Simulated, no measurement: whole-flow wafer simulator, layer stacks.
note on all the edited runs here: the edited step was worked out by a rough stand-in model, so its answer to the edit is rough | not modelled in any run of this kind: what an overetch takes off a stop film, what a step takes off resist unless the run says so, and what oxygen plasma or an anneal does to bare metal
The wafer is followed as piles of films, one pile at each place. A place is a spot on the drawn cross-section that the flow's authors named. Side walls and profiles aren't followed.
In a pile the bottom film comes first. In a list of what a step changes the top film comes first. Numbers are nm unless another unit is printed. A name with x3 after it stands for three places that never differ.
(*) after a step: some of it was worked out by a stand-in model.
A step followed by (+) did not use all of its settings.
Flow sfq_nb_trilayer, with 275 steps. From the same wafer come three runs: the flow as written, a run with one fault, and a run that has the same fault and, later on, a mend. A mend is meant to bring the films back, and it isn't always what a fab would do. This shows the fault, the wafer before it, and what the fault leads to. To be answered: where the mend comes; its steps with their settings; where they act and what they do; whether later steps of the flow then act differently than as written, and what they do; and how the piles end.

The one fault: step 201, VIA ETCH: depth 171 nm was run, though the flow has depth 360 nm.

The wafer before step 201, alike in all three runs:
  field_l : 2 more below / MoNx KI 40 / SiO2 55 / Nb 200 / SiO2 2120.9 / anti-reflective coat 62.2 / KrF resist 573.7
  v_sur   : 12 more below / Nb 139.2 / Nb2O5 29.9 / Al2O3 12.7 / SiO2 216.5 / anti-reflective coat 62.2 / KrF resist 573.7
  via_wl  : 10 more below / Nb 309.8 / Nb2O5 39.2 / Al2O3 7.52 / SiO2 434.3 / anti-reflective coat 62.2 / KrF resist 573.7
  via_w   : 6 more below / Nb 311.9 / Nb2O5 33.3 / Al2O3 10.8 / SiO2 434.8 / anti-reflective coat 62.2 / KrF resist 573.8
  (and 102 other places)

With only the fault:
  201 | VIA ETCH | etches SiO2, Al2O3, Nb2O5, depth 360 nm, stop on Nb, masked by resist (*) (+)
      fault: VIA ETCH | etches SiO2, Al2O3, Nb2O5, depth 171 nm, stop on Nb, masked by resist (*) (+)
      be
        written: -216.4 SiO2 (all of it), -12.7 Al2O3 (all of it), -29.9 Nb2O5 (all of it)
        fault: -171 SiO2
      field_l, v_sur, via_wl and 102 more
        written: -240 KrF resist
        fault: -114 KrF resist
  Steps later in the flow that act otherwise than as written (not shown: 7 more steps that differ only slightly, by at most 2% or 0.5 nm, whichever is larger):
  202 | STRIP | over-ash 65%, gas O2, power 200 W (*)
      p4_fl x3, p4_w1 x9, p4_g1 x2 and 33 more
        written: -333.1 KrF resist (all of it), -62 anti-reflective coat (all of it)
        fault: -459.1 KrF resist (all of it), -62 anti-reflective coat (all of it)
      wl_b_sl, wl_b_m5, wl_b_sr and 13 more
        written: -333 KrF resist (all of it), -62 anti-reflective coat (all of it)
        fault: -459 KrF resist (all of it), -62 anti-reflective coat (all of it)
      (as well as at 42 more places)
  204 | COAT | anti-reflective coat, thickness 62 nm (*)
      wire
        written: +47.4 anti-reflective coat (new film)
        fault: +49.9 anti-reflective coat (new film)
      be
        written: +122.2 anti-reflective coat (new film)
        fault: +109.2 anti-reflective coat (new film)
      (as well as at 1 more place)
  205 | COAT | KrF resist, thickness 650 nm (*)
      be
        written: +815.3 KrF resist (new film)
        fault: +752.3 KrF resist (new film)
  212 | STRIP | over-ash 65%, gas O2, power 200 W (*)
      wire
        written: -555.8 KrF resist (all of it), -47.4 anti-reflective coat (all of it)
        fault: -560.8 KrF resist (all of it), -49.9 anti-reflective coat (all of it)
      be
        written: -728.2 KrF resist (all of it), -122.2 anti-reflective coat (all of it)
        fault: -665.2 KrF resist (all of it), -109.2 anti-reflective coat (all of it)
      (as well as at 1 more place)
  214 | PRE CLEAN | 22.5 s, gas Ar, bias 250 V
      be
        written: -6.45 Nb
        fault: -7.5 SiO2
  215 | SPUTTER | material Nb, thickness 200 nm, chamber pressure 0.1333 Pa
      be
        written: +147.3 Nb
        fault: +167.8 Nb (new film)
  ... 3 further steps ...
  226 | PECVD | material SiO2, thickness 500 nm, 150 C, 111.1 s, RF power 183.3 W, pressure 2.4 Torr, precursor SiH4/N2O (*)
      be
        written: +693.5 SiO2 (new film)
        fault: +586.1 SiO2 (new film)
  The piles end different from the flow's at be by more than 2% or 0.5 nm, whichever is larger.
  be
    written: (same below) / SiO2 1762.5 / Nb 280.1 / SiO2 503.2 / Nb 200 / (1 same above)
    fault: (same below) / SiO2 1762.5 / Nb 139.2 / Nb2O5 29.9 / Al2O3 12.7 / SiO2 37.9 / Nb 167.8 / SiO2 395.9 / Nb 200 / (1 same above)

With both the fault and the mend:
  The mend stands after step 201.
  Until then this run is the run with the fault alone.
  201a | VIA ETCH | etches SiO2, Al2O3, Nb2O5, depth 189 nm, stop on Nb, masked by resist (*) (+) (the flow's step 201, run once more with other settings)
      field_l, v_sur, via_wl and 102 more
        -126 KrF resist
      be
        -45.4 SiO2 (all of it), -12.7 Al2O3 (all of it), -29.9 Nb2O5 (all of it)
  Every later step of the flow that is run acts as written at every place that is followed.
  The piles end the same as the flow's at every place that both follow.
